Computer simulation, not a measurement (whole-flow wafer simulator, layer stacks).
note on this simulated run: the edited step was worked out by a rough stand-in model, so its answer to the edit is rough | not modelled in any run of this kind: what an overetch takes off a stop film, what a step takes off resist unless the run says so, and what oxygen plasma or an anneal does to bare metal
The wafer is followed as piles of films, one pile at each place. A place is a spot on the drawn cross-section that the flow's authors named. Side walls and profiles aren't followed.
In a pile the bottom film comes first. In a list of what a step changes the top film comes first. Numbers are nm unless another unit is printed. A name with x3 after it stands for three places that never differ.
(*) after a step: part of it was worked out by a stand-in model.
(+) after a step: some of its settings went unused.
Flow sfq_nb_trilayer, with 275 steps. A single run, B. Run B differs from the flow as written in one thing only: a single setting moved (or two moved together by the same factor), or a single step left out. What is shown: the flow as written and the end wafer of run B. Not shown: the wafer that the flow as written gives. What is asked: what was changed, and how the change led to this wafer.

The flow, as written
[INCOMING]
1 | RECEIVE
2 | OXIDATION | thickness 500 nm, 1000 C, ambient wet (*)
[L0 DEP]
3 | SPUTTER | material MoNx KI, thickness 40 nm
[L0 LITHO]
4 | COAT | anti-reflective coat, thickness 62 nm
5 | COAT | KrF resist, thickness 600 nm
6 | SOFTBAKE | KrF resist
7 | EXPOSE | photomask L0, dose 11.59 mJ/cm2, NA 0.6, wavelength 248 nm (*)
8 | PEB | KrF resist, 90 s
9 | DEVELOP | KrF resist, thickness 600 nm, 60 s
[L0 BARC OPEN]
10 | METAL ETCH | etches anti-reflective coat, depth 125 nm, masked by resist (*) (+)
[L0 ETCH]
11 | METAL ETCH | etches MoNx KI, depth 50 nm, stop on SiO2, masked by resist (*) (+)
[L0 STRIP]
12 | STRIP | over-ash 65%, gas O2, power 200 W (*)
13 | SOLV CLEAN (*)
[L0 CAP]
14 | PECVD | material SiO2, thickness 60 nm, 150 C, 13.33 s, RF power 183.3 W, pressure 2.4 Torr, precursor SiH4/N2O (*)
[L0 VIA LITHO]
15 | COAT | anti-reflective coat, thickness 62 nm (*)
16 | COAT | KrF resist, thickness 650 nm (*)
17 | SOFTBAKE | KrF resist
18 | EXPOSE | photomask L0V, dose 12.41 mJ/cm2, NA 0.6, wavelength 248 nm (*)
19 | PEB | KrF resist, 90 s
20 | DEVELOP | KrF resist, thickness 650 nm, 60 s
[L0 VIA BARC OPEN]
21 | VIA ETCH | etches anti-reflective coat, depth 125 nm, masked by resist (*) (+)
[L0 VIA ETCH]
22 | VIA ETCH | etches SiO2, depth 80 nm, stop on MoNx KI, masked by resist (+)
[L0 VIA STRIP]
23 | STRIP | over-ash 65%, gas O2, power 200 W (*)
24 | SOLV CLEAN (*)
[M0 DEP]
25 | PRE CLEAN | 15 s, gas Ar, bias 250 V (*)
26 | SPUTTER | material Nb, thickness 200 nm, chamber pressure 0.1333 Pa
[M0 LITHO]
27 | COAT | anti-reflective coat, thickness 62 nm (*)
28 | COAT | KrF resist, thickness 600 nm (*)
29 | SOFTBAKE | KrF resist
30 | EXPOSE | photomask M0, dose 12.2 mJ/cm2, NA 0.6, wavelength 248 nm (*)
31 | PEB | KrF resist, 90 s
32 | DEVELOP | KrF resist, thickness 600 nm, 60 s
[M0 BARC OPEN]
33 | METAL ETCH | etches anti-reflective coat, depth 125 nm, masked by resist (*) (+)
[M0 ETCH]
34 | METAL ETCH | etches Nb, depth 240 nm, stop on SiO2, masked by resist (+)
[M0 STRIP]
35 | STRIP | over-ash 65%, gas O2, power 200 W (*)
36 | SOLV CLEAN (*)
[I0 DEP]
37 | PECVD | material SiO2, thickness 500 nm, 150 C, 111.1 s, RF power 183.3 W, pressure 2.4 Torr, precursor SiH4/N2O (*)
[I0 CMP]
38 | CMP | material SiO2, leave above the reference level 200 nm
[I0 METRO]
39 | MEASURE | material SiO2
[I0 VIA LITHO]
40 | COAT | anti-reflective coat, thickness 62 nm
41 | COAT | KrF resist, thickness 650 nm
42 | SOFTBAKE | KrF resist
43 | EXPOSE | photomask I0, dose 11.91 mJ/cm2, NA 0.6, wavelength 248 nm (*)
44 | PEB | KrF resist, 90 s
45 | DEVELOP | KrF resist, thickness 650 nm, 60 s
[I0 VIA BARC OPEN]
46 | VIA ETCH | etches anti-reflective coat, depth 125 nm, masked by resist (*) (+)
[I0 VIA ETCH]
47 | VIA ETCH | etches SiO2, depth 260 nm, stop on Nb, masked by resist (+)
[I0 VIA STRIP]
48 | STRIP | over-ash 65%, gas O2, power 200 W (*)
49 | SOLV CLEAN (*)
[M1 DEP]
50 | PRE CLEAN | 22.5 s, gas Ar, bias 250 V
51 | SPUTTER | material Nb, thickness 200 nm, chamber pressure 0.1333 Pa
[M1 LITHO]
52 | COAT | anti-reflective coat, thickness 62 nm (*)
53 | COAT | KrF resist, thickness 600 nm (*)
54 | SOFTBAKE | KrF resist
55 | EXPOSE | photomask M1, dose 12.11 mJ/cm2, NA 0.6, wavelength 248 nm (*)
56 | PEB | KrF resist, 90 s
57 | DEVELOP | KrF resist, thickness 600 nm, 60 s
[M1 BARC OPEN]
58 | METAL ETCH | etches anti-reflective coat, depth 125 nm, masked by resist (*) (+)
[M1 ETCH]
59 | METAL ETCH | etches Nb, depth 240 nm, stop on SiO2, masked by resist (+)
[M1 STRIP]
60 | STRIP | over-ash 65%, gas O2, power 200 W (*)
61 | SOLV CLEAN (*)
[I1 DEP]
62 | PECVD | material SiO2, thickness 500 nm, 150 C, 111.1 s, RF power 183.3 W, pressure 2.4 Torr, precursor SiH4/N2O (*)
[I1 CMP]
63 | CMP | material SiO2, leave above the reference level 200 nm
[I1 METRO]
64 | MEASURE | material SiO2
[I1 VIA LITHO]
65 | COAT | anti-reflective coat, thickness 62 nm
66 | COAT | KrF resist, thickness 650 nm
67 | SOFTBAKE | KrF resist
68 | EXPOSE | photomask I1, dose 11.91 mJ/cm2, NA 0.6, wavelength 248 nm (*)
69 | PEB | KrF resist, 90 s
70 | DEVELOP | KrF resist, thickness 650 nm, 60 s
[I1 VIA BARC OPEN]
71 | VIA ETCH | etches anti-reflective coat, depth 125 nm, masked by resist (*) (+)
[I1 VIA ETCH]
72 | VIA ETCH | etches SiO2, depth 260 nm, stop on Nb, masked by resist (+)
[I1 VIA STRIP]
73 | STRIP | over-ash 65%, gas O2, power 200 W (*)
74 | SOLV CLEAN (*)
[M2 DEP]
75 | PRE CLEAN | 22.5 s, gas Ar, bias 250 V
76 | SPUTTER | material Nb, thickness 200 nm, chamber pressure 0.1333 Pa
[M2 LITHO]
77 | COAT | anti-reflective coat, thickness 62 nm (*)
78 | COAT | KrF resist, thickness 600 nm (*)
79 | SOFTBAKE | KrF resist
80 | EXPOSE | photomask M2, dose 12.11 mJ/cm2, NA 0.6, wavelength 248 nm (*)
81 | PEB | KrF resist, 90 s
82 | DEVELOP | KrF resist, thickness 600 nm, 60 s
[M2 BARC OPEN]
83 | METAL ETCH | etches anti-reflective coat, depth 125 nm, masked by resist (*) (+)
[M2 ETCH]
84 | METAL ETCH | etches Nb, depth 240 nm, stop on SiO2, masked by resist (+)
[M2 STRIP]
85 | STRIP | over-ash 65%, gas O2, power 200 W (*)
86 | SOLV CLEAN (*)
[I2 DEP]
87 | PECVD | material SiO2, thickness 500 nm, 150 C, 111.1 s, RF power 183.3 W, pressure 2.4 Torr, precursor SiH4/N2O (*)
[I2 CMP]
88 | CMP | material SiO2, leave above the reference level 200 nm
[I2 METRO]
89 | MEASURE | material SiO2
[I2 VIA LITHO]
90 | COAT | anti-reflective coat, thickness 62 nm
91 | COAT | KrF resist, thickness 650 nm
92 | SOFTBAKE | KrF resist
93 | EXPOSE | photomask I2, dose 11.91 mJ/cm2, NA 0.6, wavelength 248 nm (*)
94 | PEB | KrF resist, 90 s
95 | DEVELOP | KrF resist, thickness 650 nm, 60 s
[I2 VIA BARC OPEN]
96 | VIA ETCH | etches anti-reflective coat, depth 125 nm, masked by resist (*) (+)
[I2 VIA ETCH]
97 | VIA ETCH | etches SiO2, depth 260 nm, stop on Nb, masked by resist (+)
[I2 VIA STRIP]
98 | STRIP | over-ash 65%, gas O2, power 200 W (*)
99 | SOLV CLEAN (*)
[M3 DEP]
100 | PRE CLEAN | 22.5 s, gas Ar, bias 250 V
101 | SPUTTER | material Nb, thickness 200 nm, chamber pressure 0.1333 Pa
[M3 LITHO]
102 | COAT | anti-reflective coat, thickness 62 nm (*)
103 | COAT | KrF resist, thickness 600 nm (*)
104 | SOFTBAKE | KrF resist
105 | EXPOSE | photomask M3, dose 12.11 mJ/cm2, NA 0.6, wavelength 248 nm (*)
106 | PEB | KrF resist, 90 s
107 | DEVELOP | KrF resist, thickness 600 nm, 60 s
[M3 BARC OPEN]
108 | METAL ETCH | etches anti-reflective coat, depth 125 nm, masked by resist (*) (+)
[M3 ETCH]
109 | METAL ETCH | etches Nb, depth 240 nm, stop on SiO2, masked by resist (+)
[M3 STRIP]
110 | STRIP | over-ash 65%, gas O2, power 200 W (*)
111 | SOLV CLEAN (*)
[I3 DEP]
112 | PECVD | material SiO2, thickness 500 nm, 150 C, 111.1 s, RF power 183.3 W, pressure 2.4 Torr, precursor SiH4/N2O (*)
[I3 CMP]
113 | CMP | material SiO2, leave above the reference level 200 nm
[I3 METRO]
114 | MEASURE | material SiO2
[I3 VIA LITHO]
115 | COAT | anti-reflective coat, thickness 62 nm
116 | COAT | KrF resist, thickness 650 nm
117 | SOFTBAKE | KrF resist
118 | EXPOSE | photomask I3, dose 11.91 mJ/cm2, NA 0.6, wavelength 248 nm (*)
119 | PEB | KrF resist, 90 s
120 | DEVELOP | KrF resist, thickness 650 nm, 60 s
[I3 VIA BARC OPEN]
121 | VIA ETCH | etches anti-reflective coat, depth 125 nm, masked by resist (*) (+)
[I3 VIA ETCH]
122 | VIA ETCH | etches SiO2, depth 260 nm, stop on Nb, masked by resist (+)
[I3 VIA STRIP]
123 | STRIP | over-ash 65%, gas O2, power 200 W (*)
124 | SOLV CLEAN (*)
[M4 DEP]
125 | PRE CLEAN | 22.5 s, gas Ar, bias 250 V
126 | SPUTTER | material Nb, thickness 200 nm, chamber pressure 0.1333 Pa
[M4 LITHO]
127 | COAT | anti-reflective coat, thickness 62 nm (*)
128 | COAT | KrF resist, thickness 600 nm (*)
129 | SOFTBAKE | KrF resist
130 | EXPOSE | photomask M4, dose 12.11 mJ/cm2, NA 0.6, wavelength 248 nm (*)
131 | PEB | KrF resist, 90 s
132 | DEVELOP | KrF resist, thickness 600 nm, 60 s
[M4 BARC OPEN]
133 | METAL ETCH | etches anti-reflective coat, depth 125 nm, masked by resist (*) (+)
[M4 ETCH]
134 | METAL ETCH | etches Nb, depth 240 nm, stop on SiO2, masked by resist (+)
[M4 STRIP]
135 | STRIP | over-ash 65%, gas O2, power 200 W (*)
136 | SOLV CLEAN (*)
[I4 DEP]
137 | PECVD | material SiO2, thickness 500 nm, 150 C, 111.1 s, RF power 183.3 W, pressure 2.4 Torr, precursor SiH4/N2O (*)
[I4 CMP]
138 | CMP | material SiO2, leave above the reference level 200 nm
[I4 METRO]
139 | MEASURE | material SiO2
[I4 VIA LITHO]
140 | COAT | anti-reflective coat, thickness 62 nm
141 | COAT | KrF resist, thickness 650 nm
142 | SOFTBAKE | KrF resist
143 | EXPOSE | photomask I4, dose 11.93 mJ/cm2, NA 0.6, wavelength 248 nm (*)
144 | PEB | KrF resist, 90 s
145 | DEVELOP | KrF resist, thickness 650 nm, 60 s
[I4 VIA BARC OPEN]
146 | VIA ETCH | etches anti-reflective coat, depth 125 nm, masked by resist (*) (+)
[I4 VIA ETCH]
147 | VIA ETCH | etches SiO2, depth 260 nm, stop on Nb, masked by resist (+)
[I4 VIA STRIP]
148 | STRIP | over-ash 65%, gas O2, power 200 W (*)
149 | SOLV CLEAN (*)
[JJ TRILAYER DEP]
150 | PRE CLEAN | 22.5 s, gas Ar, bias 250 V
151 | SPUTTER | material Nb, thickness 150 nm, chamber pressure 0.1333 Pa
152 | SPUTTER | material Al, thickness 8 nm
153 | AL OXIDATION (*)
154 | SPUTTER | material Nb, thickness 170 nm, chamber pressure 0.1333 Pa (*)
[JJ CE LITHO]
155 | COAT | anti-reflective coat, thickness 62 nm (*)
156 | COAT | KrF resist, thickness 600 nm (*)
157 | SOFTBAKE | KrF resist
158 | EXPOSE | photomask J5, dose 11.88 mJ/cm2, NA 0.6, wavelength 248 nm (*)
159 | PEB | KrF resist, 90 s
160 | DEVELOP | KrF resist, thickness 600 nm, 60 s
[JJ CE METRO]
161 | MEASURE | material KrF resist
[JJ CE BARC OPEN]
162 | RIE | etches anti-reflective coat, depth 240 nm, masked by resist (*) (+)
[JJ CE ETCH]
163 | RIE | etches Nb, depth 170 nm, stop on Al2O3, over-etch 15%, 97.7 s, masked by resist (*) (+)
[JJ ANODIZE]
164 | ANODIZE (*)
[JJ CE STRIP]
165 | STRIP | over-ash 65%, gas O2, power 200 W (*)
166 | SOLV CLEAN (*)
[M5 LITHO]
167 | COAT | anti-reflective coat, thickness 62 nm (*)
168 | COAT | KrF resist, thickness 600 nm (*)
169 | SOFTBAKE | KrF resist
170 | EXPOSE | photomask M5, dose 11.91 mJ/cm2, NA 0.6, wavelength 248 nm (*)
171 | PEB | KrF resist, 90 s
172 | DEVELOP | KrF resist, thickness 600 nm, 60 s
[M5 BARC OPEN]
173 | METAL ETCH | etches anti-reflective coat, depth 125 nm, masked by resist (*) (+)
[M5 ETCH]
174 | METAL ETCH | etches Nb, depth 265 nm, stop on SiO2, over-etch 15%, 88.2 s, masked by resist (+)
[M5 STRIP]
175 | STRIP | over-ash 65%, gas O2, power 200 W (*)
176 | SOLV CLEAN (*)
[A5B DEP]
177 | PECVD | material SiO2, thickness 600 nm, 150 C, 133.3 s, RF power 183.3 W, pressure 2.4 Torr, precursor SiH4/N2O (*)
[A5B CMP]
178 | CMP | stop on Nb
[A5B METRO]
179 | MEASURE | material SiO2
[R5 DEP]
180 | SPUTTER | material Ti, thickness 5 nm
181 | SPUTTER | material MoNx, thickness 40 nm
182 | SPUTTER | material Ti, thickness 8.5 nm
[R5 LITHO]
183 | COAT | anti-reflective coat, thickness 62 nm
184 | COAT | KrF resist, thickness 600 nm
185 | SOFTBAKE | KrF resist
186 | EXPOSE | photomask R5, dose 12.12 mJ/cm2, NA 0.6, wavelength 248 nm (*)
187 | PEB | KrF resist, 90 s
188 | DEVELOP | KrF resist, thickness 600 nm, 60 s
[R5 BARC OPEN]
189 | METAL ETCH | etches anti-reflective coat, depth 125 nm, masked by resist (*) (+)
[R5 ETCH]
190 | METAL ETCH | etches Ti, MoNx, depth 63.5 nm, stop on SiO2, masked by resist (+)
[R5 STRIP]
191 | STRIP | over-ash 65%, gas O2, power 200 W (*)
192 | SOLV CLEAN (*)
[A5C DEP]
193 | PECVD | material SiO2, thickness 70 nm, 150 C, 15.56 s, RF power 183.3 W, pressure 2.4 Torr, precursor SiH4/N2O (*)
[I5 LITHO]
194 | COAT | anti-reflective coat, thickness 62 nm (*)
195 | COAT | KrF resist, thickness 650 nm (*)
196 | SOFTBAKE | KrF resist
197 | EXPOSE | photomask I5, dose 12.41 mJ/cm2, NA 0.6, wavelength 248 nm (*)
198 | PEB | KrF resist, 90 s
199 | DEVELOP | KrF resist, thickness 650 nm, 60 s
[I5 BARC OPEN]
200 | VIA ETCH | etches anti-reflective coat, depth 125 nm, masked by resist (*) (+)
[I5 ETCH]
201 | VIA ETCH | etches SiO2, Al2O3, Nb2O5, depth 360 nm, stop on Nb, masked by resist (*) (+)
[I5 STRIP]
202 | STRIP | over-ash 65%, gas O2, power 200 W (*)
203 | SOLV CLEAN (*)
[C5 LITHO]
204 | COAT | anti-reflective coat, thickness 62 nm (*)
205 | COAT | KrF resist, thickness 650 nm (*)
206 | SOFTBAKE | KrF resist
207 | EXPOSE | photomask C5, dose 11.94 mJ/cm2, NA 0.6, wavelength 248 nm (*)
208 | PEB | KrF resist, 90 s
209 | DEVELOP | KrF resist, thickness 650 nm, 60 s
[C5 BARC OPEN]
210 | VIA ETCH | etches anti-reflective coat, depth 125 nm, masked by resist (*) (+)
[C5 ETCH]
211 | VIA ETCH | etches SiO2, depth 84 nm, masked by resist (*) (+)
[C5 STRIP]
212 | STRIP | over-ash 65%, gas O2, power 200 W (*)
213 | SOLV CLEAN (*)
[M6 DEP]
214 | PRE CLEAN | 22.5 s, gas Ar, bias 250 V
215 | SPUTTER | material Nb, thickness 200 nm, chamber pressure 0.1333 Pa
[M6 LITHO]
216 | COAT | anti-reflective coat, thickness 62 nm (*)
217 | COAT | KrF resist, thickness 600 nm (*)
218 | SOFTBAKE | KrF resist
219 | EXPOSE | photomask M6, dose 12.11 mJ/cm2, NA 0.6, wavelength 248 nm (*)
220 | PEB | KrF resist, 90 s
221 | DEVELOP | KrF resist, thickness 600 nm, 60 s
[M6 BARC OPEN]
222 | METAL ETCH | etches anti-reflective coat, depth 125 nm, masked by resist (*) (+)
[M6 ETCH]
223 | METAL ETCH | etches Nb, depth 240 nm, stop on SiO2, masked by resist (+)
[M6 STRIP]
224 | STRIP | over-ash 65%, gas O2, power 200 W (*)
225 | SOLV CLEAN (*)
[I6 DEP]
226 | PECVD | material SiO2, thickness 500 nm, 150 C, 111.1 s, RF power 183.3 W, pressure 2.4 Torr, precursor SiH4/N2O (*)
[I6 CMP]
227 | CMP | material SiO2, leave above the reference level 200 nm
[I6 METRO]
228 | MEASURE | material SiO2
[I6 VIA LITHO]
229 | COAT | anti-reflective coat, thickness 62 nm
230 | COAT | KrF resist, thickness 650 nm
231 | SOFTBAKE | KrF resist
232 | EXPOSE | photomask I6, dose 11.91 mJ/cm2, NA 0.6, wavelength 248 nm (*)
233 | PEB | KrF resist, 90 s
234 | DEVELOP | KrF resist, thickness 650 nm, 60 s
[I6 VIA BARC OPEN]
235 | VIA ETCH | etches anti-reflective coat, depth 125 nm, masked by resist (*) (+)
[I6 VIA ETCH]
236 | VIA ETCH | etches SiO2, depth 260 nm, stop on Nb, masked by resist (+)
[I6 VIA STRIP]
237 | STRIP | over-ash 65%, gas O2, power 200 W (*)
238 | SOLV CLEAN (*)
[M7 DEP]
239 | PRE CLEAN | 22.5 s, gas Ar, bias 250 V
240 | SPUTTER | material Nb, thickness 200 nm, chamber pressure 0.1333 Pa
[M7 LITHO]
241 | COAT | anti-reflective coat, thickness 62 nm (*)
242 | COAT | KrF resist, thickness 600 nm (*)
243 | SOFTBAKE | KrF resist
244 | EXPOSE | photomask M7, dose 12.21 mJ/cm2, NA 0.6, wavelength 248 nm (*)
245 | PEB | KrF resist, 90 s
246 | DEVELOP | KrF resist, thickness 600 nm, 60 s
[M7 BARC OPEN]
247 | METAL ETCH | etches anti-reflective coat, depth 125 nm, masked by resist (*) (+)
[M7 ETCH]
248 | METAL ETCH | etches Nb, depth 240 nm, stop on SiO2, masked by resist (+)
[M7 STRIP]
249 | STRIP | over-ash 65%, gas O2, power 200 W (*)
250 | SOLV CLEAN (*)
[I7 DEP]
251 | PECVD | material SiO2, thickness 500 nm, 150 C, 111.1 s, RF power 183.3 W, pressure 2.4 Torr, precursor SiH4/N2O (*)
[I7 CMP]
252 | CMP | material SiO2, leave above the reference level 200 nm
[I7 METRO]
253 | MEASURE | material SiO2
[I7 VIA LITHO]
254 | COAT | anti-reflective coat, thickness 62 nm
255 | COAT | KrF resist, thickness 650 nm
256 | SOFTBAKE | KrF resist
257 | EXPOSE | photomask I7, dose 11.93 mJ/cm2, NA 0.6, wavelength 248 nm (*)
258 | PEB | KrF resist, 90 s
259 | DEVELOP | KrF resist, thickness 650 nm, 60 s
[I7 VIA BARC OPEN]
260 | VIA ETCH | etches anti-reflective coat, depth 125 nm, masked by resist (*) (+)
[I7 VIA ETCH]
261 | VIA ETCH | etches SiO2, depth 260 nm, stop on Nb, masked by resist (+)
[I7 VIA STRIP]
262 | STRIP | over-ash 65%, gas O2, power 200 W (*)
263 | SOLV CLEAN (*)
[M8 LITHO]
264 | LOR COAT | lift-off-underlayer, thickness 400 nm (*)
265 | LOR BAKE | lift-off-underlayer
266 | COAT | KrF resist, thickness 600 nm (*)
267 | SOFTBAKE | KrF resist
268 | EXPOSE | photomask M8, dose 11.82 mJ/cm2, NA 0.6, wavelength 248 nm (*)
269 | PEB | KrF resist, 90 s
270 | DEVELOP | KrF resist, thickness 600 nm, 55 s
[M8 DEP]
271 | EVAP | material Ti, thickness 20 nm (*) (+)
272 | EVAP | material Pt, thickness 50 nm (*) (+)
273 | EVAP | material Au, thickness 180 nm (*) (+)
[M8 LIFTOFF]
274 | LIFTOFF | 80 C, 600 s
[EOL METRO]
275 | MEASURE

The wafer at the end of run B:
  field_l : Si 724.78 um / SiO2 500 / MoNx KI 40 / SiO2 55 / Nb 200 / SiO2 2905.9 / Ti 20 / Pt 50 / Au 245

The reason: step 273, EVAP: thickness 245 nm was run, while the flow as written has thickness 180 nm.
The wafer itself shows it: field_l has Au 245, and step 273 as written asks for 180 nm.

The path from the change to this, step by step:
  273 | EVAP | material Au, thickness 180 nm (*) (+)
      field_l, v_sur, via_wl and 103 more: +245 Au (new film) (in the flow as written it would be: +180 Au (new film))
  274 | LIFTOFF | 80 C, 600 s
      p4_fl x3, p4_w1 x9, p4_g1 x2 and 60 more: -245 Au (all of it), -50 Pt (all of it), -20 Ti (all of it), -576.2 KrF resist (all of it), -400 lift-off-underlayer (all of it) (in the flow as written it would be: -180 Au (all of it), -50 Pt (all of it), -20 Ti (all of it), -576.2 KrF resist (all of it), -400 lift-off-underlayer (all of it))
      c5j, ce_r: -245 Au (all of it), -50 Pt (all of it), -20 Ti (all of it), -573.3 KrF resist (all of it), -399.3 lift-off-underlayer (all of it) (in the flow as written it would be: -180 Au (all of it), -50 Pt (all of it), -20 Ti (all of it), -573.3 KrF resist (all of it), -399.3 lift-off-underlayer (all of it))
      (also at 19 further places)
